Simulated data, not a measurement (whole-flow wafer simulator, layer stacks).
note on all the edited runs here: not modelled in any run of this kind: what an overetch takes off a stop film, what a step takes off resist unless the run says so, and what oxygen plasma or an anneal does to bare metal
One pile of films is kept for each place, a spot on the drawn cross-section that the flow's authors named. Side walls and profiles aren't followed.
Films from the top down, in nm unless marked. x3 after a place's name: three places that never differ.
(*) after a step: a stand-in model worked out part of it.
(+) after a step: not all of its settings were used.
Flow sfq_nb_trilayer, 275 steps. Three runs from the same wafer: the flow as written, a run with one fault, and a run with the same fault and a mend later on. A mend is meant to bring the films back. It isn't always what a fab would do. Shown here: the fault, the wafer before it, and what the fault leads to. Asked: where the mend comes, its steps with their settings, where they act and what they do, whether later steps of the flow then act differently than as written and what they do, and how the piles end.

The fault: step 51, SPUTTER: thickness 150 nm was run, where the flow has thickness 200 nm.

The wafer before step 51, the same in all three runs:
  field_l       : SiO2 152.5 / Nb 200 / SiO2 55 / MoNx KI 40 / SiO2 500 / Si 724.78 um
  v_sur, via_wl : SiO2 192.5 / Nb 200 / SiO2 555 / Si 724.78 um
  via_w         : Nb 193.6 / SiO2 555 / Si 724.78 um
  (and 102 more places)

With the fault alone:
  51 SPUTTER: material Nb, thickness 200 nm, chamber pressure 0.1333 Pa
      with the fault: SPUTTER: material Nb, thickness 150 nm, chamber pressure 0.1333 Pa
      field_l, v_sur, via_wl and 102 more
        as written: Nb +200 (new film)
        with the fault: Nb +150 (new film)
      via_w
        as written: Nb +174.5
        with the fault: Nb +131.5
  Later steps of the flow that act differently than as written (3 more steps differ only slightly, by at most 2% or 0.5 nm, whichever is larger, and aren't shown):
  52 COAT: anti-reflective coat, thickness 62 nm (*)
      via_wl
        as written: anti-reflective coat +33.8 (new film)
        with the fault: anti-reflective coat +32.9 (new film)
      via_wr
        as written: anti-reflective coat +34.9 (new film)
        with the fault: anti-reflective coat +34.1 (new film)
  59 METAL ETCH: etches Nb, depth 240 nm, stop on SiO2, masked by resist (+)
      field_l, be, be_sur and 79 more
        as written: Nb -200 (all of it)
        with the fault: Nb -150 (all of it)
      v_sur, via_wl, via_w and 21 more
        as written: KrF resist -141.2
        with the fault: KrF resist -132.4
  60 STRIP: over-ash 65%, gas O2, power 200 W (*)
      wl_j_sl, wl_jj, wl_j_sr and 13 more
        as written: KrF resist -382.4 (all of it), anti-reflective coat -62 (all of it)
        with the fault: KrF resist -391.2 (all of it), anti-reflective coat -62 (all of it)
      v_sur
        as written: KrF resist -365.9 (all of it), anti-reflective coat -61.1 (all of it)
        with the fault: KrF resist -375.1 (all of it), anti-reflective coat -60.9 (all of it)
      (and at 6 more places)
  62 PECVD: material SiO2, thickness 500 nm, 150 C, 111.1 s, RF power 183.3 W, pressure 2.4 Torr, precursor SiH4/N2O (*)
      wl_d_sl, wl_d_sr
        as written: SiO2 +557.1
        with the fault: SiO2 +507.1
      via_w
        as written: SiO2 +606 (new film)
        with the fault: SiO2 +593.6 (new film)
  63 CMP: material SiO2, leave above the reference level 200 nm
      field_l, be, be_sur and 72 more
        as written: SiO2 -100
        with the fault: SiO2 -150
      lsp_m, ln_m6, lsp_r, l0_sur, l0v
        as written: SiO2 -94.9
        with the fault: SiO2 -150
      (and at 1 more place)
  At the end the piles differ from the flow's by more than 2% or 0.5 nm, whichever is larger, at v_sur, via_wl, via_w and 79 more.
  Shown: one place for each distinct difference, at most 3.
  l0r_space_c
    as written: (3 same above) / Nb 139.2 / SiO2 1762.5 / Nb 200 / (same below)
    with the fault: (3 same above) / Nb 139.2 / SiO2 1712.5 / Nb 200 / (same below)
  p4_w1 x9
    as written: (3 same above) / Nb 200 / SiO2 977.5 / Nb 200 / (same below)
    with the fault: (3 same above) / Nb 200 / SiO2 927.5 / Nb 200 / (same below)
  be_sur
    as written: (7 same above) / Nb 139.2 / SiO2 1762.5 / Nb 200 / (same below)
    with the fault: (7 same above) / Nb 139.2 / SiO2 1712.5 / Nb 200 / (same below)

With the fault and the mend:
  The mend comes after step 51.
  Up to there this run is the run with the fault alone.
  51a SPUTTER: material Nb, thickness 50 nm, chamber pressure 0.1333 Pa (the flow's step 51 once more, with other settings)
      field_l, v_sur, via_wl and 102 more
        Nb +50
      via_w
        Nb +39.5
  No later step of the flow acts differently than as written, at any place that is followed, by more than 2% or 0.5 nm, whichever is larger.
  At the end the piles differ from the flow's only slightly at the places that both follow, by at most 2% or 0.5 nm, whichever is larger.
